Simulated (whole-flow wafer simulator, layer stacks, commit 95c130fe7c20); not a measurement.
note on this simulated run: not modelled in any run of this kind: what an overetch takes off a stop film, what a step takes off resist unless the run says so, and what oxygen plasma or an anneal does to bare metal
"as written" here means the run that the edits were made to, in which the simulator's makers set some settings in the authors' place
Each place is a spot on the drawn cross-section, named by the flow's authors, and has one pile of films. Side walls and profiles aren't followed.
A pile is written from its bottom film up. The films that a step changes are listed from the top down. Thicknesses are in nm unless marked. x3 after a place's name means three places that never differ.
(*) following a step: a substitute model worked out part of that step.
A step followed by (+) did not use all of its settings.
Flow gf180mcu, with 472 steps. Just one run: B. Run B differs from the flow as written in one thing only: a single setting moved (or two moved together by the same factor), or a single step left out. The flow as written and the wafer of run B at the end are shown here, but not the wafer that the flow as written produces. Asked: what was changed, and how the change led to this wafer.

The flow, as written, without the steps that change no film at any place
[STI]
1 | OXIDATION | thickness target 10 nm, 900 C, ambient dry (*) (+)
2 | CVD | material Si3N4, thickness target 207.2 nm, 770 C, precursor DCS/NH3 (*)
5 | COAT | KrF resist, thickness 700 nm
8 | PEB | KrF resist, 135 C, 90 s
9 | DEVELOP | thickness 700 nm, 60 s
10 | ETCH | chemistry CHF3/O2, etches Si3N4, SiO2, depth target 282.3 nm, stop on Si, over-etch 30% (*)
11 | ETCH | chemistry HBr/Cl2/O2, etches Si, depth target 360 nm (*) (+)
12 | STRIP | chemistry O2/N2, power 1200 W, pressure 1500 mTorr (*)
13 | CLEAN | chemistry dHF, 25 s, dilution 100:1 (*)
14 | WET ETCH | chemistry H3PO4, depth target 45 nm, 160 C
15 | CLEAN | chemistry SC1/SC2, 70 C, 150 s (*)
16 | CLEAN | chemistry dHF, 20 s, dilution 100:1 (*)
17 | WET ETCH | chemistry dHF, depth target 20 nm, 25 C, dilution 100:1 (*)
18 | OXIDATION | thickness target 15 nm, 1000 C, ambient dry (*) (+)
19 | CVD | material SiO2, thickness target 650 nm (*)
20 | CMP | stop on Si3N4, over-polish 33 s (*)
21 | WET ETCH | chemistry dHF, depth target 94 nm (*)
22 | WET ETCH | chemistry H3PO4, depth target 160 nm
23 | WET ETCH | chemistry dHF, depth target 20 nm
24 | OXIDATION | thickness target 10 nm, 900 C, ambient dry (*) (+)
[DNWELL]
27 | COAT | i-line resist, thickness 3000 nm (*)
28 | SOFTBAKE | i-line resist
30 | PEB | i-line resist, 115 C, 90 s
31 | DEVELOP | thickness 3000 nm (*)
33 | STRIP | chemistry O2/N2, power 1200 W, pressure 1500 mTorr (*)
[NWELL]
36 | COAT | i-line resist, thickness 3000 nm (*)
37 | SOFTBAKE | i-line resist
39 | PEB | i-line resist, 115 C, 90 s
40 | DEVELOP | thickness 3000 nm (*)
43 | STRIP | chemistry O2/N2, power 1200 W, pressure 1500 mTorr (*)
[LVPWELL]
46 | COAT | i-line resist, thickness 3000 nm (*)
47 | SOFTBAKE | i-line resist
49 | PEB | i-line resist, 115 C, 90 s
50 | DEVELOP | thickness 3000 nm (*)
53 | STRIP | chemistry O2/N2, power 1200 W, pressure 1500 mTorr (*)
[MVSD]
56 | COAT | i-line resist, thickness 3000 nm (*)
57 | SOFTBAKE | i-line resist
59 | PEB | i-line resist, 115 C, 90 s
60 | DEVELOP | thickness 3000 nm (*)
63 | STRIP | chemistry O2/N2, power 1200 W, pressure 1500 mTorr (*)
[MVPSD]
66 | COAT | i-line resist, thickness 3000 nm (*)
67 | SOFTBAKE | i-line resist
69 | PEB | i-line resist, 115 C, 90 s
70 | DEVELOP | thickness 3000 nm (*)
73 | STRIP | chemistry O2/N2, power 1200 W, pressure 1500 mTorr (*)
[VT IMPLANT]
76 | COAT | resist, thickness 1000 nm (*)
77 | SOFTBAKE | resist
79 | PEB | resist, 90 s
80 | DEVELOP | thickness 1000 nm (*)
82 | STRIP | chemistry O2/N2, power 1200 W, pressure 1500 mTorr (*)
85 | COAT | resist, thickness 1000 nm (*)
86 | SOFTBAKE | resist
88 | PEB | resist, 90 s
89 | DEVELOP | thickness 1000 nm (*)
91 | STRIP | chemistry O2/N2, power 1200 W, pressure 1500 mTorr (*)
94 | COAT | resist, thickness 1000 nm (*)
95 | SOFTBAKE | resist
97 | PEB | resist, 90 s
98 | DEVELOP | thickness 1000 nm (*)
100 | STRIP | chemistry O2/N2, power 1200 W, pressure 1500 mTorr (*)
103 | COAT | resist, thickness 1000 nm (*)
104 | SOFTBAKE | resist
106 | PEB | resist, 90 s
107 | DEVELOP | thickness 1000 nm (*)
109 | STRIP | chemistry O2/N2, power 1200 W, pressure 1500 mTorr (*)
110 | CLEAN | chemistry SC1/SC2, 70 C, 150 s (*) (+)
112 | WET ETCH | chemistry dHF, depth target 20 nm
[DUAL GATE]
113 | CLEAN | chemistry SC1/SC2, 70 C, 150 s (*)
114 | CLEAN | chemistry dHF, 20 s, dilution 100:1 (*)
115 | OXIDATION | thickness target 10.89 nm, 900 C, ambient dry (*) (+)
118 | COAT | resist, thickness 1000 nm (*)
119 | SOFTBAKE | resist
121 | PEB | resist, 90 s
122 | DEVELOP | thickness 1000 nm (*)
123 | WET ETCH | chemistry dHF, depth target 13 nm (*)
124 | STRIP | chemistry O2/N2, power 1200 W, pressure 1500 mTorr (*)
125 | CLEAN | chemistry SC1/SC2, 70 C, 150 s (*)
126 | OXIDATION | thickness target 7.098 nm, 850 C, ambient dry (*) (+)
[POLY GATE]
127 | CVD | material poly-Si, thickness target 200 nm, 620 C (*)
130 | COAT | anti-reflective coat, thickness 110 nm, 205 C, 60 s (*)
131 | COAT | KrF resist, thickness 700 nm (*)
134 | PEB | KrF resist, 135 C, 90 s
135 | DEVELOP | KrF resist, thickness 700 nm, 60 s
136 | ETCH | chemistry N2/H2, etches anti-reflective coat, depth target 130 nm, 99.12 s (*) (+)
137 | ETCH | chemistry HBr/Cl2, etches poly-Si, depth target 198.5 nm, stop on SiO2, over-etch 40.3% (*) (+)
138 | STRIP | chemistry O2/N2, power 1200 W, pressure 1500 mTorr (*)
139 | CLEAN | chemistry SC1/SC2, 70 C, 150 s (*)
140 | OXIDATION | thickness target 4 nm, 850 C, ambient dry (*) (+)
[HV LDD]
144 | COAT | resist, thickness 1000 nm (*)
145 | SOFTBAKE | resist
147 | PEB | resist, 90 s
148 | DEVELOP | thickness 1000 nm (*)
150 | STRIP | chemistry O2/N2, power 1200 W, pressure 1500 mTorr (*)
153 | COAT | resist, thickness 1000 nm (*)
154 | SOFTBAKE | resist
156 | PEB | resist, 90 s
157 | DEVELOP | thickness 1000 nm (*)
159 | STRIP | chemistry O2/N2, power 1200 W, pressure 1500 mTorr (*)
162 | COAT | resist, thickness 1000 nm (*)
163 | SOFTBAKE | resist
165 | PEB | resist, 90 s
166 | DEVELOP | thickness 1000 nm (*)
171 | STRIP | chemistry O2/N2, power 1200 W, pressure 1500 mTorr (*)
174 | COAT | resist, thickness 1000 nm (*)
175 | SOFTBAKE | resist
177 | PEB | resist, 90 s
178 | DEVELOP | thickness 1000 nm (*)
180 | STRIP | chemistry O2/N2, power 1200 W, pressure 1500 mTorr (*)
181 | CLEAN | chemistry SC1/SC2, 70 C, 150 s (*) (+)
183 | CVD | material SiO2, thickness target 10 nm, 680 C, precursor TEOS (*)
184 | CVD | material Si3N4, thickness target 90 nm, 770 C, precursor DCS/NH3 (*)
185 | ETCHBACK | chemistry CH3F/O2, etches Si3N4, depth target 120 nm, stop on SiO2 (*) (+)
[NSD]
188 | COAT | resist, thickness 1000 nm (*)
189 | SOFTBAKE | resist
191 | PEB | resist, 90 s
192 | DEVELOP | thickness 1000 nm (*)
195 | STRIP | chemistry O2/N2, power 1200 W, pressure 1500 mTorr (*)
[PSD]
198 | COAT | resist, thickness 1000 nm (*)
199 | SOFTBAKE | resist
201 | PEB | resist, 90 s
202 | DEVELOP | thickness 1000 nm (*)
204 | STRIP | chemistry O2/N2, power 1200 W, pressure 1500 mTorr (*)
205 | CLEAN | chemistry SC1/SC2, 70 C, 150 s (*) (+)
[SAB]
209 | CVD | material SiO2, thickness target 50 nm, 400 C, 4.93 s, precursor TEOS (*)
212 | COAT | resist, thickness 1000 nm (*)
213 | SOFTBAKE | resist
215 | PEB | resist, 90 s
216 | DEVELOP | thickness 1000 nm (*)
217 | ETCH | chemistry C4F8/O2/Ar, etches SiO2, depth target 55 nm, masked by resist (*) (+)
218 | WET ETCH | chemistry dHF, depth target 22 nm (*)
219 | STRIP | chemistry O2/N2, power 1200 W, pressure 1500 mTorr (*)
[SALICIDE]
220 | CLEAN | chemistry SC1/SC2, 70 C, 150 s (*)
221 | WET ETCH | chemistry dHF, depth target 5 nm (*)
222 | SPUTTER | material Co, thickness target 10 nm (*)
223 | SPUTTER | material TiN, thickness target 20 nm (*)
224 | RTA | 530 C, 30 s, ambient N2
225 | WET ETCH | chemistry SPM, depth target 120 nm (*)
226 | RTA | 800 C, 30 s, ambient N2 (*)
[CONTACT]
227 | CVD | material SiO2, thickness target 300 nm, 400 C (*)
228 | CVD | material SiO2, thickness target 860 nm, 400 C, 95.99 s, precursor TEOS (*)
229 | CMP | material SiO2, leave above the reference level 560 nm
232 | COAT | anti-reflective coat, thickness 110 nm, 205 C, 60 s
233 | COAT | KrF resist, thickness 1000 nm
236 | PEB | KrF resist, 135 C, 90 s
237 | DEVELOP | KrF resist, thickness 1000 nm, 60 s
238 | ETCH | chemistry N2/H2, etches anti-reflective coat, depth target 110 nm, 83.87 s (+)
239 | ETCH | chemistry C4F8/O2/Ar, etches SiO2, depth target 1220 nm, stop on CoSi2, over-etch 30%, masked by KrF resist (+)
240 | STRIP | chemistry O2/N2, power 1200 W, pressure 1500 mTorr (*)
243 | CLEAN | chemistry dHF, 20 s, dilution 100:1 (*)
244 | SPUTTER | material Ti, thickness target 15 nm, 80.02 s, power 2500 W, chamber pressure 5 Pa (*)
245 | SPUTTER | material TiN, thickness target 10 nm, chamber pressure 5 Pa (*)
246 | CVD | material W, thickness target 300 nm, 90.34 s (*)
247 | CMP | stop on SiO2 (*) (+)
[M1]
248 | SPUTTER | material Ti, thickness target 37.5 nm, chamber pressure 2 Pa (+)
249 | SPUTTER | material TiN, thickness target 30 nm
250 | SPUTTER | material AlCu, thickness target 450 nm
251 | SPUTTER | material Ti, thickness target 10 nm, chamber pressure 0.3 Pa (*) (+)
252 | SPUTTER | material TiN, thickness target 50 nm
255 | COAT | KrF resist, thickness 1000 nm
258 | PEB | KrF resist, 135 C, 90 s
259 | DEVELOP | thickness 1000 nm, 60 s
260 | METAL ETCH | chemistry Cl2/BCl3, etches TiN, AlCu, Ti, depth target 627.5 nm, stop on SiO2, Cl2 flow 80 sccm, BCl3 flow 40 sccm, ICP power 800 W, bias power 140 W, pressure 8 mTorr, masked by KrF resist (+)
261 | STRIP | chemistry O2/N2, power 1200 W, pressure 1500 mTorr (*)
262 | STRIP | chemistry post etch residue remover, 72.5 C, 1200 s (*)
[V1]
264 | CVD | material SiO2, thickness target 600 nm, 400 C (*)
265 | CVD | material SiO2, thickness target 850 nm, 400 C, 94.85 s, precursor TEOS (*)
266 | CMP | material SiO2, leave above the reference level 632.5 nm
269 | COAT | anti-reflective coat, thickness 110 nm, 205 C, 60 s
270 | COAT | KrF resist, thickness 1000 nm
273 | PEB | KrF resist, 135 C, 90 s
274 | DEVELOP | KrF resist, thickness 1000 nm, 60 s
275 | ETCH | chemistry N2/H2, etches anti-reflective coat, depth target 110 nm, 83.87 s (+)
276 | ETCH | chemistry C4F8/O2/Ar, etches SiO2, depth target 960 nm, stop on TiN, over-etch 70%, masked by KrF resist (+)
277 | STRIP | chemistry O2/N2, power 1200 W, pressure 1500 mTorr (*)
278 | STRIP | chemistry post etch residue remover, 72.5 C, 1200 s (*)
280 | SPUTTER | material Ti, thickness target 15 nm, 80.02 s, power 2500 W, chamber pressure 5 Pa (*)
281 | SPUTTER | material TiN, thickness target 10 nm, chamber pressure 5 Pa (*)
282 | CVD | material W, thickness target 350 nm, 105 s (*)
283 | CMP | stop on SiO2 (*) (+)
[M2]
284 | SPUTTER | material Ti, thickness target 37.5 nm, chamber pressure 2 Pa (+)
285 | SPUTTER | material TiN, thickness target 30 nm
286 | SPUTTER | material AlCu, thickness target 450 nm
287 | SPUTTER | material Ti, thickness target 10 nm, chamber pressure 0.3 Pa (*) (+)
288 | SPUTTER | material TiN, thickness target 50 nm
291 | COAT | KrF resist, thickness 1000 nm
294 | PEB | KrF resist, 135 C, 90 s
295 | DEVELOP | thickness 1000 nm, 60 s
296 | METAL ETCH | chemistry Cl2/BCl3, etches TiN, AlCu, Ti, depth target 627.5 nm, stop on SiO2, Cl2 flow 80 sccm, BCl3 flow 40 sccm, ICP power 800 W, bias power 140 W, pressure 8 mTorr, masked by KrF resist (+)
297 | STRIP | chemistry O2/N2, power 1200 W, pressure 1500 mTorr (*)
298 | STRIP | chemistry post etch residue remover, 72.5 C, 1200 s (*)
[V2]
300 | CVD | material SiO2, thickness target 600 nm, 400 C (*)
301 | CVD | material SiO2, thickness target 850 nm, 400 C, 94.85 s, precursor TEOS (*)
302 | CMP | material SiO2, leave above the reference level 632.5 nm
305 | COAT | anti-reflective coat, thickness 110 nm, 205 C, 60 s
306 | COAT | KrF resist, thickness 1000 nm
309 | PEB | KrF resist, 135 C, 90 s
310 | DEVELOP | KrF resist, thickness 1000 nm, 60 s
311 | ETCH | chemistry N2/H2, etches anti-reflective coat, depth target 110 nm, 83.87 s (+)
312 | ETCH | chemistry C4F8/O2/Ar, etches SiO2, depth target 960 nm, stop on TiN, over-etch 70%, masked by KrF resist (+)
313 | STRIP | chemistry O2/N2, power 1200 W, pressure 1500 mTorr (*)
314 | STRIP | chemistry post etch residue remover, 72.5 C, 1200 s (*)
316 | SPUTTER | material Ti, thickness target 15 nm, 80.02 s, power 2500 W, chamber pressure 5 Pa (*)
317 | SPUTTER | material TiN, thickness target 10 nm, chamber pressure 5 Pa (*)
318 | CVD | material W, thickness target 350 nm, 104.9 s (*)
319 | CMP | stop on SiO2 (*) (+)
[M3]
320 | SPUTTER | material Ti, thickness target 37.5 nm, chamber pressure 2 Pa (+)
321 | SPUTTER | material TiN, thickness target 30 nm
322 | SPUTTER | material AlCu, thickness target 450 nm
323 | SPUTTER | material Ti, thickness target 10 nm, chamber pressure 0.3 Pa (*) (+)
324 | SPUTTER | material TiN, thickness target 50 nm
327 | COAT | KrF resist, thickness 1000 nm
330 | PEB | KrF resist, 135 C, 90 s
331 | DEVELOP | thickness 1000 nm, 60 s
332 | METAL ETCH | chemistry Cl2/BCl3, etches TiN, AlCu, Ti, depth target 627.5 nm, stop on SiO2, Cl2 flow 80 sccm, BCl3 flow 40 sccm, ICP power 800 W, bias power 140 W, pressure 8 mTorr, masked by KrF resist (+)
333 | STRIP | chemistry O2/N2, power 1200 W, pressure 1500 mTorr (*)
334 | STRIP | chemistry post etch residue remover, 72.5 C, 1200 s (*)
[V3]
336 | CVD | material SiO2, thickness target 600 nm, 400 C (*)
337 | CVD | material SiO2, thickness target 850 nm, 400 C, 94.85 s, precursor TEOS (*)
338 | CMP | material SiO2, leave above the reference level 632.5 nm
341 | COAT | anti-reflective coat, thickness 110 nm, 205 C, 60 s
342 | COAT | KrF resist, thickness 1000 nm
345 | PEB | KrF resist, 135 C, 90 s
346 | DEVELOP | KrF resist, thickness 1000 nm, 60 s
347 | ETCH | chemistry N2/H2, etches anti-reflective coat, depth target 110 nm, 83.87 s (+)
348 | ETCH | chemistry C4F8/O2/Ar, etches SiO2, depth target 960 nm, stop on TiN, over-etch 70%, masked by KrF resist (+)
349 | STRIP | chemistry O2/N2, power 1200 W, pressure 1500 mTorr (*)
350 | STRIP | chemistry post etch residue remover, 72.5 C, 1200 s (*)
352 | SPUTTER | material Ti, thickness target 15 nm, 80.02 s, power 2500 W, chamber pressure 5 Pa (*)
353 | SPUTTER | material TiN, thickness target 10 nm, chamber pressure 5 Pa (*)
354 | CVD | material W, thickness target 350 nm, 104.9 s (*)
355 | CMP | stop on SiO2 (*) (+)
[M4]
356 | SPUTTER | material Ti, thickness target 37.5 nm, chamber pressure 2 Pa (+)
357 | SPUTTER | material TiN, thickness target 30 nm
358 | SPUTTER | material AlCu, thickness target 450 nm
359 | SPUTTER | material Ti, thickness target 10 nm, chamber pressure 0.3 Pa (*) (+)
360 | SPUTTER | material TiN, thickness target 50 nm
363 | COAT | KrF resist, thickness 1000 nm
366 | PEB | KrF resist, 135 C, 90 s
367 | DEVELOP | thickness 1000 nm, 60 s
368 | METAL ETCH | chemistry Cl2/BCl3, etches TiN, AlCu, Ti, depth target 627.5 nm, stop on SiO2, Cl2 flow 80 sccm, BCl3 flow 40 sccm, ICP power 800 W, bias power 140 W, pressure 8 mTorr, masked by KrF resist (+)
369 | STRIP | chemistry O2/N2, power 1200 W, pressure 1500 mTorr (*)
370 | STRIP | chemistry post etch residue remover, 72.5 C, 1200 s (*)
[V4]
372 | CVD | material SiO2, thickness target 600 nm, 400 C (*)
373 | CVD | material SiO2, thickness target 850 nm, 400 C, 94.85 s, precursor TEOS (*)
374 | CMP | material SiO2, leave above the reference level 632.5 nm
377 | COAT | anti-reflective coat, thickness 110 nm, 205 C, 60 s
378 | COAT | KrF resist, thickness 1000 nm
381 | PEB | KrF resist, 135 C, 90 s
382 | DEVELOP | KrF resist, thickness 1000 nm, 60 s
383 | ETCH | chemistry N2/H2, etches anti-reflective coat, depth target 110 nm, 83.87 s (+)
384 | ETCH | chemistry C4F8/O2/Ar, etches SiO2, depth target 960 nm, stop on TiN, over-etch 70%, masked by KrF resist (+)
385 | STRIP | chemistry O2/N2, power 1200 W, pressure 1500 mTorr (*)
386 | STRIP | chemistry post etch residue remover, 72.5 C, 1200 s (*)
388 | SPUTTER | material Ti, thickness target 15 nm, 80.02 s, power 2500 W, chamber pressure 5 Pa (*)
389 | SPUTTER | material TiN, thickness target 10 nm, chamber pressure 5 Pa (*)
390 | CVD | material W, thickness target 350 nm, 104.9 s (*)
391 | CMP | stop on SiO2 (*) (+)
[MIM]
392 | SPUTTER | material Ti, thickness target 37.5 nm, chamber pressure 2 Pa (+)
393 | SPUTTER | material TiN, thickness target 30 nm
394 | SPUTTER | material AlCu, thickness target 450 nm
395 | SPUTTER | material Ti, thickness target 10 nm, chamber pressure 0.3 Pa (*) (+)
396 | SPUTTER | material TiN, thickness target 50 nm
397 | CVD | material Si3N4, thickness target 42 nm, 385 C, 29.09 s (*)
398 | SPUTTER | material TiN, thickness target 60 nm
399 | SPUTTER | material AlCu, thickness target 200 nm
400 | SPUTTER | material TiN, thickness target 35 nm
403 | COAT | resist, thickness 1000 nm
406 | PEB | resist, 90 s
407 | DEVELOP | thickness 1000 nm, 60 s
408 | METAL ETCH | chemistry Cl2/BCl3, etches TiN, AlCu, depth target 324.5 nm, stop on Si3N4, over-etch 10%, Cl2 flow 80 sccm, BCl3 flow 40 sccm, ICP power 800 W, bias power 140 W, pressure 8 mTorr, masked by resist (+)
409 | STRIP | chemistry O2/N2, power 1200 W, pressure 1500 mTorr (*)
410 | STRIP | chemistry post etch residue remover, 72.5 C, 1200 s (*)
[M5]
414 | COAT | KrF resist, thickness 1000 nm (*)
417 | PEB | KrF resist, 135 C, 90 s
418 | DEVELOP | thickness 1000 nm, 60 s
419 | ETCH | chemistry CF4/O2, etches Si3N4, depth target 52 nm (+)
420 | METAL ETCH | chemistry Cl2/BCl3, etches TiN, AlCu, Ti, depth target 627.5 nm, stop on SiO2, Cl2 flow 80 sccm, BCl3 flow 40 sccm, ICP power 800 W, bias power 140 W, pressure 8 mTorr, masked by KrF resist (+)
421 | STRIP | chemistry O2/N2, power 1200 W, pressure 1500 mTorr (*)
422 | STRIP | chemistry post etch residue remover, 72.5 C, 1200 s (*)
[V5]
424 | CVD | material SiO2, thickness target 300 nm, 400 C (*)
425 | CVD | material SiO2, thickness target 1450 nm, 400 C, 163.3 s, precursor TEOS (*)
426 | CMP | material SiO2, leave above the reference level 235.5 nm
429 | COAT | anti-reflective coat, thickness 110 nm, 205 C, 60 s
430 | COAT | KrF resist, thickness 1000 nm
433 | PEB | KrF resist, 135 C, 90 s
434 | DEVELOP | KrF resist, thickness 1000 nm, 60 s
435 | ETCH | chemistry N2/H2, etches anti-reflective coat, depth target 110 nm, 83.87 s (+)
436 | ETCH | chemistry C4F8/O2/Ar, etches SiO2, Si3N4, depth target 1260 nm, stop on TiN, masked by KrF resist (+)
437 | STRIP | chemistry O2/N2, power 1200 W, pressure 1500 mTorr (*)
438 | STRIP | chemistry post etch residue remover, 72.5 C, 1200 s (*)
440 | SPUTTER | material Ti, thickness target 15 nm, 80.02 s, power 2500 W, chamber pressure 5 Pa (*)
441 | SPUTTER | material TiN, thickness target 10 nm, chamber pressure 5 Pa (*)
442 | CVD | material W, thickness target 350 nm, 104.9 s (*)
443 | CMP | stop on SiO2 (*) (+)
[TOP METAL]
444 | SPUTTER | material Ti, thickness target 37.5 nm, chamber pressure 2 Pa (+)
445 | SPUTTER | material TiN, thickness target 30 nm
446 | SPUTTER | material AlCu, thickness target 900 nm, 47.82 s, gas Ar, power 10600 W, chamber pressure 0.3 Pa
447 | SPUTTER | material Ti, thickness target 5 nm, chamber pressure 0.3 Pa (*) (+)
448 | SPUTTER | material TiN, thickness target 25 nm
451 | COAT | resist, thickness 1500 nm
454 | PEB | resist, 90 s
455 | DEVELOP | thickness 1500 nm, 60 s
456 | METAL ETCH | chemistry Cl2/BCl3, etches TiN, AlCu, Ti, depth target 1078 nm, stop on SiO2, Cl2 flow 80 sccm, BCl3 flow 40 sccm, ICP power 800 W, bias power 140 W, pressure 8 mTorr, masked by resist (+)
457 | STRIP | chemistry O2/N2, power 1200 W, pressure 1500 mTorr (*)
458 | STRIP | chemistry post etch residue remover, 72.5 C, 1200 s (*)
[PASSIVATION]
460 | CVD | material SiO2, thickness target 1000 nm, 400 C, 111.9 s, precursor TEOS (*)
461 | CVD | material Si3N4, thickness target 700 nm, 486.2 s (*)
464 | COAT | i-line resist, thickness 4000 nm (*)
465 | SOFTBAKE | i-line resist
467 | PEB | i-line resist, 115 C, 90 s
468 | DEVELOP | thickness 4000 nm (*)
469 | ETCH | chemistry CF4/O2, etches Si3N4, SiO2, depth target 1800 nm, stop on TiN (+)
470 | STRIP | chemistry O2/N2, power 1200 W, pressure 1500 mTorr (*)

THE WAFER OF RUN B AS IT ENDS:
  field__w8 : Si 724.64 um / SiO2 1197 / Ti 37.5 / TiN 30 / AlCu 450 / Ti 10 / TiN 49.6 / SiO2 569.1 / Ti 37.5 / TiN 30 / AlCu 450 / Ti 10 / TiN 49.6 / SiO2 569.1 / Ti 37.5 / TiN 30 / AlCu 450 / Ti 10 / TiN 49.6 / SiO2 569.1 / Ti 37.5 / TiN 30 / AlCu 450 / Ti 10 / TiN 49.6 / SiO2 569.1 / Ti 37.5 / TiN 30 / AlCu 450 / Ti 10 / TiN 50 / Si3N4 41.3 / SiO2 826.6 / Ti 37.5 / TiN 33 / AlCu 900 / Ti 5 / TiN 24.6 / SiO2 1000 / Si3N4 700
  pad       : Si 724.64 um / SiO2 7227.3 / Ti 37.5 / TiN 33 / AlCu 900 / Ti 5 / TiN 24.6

What caused this: step 445, SPUTTER: thickness target 33 nm was run, whereas the flow has thickness target 30 nm.
The wafer itself shows it: field__w8 has TiN 33, and step 445 as written asks for 30 nm.

How this came from the change, step by step:
  445 | SPUTTER | material TiN, thickness target 30 nm
      field, field__w1, field__w2 and 109 more: TiN gains 33 (new film) (in the flow as written it would be: TiN gains 30 (new film))
  456 | METAL ETCH | chemistry Cl2/BCl3, etches TiN, AlCu, Ti, depth target 1078 nm, stop on SiO2, Cl2 flow 80 sccm, BCl3 flow 40 sccm, ICP power 800 W, bias power 140 W, pressure 8 mTorr, masked by resist (+)
      field, field__w1, field__w2 and 103 more: TiN loses 25 (all of it), Ti loses 5 (all of it), AlCu loses 900 (all of it), TiN loses 33 (all of it), Ti loses 37.5 (all of it) (in the flow as written it would be: TiN loses 25 (all of it), Ti loses 5 (all of it), AlCu loses 900 (all of it), TiN loses 30 (all of it), Ti loses 37.5 (all of it))
  465 | SOFTBAKE | i-line resist
      field__w5, field__w9: i-line resist gains 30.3 (in the flow as written it would be: i-line resist gains 37.3)
      field__w11, field__w13: i-line resist gains 31.3 (in the flow as written it would be: i-line resist gains 37.9)
      (also at 57 further places)
